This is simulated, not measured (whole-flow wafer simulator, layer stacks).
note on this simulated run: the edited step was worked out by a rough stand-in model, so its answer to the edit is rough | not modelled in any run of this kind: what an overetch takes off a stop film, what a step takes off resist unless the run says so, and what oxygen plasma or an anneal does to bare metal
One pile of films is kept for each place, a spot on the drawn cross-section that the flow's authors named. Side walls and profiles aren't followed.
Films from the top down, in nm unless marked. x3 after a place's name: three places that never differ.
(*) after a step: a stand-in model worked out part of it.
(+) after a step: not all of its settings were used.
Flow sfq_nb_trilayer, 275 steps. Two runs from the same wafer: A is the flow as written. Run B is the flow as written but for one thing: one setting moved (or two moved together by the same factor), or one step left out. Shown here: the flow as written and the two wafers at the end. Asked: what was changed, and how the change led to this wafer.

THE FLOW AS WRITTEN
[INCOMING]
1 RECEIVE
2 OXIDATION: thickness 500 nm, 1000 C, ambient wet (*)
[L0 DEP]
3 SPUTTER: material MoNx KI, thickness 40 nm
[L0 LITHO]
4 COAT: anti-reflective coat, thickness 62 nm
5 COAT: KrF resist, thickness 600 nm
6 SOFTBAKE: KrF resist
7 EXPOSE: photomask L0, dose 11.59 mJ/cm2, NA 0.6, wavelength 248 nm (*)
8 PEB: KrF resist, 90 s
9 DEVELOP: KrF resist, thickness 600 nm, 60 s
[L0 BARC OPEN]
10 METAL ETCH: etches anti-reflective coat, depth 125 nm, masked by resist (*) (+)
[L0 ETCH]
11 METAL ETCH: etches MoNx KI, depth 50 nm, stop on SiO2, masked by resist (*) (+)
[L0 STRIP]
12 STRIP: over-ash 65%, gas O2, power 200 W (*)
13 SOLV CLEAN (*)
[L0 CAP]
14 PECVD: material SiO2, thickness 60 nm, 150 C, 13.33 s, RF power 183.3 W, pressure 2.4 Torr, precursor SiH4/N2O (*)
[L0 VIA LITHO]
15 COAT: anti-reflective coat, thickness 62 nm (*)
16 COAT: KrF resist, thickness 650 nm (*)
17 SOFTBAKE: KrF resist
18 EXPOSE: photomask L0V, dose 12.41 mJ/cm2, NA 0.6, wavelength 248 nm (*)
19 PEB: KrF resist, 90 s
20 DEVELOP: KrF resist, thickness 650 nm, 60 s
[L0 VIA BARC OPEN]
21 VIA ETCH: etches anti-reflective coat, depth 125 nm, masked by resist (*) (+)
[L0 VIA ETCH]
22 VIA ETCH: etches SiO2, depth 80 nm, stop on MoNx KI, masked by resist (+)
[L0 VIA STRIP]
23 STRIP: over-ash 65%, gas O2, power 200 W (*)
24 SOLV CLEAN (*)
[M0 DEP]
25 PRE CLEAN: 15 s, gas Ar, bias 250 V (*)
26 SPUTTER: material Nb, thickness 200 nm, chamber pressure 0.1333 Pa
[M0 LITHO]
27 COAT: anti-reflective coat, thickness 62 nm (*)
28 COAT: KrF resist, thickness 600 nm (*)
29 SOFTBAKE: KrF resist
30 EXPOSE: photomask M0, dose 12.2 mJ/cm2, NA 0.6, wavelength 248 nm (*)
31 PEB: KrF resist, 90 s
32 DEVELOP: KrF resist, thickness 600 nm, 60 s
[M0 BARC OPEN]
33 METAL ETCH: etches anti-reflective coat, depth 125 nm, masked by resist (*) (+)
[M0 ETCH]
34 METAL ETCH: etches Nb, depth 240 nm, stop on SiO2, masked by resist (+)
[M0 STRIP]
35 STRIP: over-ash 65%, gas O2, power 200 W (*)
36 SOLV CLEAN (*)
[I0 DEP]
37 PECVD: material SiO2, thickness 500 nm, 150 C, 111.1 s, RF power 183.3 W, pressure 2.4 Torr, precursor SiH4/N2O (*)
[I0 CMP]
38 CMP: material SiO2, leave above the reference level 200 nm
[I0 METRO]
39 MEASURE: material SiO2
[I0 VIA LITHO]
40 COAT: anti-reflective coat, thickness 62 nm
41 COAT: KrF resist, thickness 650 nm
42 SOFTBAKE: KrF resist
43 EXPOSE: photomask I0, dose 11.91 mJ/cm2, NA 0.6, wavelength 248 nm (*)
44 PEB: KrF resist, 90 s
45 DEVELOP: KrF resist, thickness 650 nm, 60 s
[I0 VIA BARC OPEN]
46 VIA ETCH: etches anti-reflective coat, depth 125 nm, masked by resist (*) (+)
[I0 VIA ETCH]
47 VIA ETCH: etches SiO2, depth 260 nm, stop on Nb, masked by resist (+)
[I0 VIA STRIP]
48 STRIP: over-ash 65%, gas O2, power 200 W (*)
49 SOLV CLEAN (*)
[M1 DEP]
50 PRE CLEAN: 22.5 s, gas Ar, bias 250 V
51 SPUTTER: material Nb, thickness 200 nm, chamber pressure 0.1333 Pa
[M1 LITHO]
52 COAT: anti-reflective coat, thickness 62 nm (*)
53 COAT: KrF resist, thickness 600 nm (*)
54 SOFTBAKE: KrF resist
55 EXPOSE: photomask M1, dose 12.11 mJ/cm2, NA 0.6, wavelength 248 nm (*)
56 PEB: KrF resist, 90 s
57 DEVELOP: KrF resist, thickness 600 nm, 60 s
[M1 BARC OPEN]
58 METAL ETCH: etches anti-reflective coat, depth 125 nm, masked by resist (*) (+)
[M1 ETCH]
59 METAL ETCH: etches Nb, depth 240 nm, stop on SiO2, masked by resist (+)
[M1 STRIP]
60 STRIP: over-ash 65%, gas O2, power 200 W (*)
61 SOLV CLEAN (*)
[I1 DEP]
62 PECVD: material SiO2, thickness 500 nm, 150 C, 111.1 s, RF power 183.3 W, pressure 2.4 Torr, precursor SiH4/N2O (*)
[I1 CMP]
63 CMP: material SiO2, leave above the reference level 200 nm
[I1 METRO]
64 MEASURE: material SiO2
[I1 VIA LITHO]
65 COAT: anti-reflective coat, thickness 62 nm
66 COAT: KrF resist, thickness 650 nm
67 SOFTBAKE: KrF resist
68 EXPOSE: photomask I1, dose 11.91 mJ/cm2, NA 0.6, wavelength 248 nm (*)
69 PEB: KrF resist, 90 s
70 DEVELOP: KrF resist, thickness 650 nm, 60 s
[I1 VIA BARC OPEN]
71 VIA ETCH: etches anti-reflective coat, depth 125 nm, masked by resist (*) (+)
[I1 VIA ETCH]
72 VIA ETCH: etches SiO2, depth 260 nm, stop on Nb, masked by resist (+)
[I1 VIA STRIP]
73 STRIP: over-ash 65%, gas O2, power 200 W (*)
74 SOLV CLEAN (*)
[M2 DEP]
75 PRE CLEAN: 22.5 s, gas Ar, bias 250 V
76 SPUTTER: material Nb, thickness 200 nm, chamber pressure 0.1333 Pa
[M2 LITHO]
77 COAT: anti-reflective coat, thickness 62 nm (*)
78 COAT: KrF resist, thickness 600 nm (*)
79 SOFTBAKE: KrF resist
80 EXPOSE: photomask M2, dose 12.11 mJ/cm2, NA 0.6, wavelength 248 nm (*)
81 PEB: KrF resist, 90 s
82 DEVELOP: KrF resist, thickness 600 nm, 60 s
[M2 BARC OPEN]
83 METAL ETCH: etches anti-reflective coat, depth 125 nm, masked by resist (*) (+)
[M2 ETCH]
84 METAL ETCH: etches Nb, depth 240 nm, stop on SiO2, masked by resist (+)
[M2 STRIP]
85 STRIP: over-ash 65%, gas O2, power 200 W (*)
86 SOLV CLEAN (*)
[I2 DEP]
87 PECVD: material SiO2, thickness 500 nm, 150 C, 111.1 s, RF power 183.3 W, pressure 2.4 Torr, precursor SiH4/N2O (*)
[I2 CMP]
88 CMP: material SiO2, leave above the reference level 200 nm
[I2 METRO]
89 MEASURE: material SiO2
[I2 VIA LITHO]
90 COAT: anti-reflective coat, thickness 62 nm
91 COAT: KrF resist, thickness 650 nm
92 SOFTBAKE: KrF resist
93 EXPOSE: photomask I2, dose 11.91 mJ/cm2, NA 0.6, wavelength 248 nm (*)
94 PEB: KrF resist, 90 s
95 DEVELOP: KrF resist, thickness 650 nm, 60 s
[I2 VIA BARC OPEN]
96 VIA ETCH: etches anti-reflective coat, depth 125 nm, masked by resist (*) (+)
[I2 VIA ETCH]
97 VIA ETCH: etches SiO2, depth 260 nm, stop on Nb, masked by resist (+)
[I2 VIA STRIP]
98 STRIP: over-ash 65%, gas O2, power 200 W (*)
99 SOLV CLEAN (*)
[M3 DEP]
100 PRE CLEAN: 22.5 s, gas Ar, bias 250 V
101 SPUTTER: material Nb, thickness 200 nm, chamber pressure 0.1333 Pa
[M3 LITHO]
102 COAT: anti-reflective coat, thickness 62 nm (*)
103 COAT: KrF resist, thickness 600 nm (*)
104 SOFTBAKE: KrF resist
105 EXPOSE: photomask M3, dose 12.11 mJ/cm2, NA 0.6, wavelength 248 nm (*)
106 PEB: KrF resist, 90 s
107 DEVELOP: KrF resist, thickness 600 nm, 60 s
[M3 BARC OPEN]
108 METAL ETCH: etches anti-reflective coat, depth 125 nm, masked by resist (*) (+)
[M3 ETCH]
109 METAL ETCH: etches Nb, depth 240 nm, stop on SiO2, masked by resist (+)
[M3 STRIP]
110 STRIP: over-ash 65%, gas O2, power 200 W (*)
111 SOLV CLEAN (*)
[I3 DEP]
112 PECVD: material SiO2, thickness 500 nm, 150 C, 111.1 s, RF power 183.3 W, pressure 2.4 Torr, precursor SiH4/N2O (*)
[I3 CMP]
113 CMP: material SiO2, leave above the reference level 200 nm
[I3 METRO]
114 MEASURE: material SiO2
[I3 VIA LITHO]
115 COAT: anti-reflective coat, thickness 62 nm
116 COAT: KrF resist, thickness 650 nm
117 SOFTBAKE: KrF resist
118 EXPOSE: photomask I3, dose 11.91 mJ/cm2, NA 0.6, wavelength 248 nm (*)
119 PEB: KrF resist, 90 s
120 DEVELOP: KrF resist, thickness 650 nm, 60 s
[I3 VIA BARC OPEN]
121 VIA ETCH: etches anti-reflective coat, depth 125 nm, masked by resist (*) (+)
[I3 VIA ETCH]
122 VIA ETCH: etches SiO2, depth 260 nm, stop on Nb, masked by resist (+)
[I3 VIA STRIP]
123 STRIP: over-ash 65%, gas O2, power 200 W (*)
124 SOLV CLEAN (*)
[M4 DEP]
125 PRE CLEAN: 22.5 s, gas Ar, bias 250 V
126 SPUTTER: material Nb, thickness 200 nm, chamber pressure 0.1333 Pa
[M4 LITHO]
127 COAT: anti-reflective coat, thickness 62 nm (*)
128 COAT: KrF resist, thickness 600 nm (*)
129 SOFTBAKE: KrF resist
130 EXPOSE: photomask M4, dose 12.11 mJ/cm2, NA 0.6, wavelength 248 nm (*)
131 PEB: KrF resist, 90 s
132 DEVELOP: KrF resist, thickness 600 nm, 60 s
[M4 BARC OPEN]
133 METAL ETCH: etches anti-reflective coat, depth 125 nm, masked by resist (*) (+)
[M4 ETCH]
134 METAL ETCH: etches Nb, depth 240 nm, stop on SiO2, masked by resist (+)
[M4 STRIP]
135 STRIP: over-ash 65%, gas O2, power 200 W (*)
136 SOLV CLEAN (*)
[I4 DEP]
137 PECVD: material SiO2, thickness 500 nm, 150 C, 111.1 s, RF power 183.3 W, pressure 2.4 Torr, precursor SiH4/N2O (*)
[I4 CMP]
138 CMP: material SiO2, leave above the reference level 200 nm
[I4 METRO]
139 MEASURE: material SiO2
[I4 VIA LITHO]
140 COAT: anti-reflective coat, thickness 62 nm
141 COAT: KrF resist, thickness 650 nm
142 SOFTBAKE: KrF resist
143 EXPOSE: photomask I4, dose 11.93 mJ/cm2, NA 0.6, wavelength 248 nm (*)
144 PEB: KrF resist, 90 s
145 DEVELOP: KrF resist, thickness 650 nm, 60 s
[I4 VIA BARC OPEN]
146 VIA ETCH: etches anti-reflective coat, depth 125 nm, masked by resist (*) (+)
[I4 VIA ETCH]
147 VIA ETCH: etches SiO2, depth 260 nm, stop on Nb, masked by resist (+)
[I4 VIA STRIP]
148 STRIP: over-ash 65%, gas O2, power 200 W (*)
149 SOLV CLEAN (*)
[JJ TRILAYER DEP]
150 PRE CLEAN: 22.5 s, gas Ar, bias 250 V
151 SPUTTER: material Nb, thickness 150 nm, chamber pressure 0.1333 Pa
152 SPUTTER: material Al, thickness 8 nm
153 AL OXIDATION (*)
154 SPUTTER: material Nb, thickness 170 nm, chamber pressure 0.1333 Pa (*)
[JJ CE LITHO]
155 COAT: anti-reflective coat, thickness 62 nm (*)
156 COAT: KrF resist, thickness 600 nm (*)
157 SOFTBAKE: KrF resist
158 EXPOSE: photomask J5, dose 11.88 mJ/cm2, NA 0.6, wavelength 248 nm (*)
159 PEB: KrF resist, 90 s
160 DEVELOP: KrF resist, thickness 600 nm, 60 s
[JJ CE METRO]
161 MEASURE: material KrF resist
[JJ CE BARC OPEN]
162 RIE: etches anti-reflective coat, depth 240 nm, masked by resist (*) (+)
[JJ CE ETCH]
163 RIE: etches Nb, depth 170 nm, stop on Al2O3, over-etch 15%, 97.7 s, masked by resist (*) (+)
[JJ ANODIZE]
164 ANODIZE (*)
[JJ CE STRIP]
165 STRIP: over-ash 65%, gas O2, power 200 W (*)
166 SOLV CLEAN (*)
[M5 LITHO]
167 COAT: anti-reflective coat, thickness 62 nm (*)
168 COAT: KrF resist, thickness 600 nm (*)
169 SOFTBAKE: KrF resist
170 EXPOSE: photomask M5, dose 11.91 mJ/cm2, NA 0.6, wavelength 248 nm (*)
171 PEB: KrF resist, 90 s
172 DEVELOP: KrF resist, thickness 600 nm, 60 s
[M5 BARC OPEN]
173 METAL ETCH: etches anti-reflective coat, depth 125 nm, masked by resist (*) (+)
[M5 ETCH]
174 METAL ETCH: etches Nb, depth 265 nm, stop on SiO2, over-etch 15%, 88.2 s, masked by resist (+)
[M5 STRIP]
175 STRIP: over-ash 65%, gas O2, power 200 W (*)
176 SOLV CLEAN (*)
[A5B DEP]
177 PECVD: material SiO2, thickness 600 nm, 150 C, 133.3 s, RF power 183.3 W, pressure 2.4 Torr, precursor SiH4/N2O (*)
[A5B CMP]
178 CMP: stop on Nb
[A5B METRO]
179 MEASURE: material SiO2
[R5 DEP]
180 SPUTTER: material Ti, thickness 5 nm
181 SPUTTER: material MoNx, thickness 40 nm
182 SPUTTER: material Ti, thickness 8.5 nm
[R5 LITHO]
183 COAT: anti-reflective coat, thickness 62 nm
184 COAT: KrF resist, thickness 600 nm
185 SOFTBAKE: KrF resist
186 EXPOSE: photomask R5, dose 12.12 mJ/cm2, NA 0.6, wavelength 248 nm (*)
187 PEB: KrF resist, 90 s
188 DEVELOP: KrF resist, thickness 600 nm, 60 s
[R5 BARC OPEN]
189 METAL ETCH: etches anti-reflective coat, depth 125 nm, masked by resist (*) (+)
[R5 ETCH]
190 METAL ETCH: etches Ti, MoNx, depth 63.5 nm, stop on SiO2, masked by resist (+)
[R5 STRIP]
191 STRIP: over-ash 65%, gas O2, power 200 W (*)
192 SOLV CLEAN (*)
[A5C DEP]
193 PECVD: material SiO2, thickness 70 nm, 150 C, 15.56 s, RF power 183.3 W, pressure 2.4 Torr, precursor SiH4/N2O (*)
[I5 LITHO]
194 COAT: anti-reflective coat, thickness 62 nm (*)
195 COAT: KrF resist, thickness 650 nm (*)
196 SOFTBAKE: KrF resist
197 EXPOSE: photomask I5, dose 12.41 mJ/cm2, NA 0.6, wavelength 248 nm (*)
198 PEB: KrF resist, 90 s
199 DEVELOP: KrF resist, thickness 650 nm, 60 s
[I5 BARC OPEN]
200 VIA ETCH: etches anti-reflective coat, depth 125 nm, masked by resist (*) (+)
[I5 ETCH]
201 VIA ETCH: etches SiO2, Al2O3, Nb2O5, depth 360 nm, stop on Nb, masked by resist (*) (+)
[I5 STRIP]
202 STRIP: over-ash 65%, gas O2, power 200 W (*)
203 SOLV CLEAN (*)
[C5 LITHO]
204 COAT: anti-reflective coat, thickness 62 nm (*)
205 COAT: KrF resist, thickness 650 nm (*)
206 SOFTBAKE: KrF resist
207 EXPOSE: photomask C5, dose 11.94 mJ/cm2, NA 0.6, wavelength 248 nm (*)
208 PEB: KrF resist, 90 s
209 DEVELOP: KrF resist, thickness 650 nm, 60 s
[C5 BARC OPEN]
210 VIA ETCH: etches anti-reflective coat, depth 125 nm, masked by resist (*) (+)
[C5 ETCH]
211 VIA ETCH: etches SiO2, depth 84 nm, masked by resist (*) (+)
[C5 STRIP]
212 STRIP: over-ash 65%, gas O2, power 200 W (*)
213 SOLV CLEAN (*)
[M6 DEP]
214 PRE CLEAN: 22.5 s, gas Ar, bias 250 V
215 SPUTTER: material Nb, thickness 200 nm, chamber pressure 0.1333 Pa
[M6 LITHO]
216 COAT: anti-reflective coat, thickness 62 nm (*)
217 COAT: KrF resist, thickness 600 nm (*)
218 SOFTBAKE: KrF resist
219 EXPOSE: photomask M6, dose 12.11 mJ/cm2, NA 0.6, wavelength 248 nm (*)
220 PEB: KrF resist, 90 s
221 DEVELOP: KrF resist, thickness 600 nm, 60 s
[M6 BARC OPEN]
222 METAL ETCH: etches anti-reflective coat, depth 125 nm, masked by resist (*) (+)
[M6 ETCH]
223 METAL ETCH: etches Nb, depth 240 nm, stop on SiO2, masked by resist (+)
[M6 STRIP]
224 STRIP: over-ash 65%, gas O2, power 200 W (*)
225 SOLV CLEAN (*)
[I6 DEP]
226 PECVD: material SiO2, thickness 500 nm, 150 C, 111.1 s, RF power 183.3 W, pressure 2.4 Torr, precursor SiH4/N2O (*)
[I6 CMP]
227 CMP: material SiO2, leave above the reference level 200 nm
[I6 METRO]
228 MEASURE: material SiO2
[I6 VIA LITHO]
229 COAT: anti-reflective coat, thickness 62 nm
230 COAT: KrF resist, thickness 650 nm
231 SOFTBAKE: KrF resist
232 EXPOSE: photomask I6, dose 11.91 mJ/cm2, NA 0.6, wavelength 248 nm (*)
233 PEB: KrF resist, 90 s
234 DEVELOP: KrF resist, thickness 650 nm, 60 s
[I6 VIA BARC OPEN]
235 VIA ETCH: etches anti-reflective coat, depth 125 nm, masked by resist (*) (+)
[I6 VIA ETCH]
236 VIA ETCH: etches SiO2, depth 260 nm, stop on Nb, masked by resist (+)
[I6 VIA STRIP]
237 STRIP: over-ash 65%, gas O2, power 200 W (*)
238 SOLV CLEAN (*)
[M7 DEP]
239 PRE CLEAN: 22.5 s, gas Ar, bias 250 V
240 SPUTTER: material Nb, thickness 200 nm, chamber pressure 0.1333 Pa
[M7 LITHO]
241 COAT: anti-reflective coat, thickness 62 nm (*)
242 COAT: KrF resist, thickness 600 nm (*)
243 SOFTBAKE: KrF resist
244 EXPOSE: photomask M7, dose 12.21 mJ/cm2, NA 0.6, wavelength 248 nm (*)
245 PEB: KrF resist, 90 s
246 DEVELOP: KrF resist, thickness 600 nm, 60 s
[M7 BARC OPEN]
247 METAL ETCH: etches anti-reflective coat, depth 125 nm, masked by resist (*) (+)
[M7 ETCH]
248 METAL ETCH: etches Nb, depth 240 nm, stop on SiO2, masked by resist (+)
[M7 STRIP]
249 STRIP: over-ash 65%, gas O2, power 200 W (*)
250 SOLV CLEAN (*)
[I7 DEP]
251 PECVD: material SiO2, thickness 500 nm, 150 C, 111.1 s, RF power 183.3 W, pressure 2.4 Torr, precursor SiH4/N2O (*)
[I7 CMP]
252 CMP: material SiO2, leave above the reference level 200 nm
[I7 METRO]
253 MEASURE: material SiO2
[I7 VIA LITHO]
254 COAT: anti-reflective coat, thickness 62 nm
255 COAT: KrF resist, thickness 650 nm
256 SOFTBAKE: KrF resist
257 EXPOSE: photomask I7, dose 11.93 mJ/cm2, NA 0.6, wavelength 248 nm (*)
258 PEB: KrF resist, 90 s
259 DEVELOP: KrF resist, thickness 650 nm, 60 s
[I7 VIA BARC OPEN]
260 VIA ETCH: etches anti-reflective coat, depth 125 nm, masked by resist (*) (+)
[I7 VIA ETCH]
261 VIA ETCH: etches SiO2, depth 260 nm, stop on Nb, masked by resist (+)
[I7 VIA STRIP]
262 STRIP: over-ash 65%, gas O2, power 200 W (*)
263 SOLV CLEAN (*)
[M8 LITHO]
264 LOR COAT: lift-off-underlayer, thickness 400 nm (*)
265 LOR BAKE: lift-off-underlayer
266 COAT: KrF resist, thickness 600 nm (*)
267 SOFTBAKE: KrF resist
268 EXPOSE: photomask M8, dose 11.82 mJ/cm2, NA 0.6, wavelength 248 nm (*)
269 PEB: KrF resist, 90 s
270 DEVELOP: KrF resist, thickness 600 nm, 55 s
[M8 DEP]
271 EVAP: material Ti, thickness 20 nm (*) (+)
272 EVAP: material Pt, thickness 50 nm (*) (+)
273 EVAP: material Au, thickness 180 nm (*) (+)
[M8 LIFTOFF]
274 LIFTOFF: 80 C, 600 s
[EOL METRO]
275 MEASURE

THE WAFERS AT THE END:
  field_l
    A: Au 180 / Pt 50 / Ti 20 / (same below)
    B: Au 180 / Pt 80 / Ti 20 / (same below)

The cause: step 272, EVAP: thickness 80 nm was run, where the flow has thickness 50 nm.
It can be read off the wafer: field_l has Pt 80, and step 272 as written asks for 50 nm.

How the change led to this, step by step:
  272 EVAP: material Pt, thickness 50 nm (*) (+)
      field_l, v_sur, via_wl and 103 more: A Pt +50 (new film) | B Pt +80 (new film)
  274 LIFTOFF: 80 C, 600 s
      p4_fl x3, p4_w1 x9, p4_g1 x2 and 60 more: A Au -180 (all of it), Pt -50 (all of it), Ti -20 (all of it), KrF resist -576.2 (all of it), lift-off-underlayer -400 (all of it) | B Au -180 (all of it), Pt -80 (all of it), Ti -20 (all of it), KrF resist -576.2 (all of it), lift-off-underlayer -400 (all of it)
      c5j, ce_r: A Au -180 (all of it), Pt -50 (all of it), Ti -20 (all of it), KrF resist -573.3 (all of it), lift-off-underlayer -399.3 (all of it) | B Au -180 (all of it), Pt -80 (all of it), Ti -20 (all of it), KrF resist -573.3 (all of it), lift-off-underlayer -399.3 (all of it)
      (and at 19 more places)
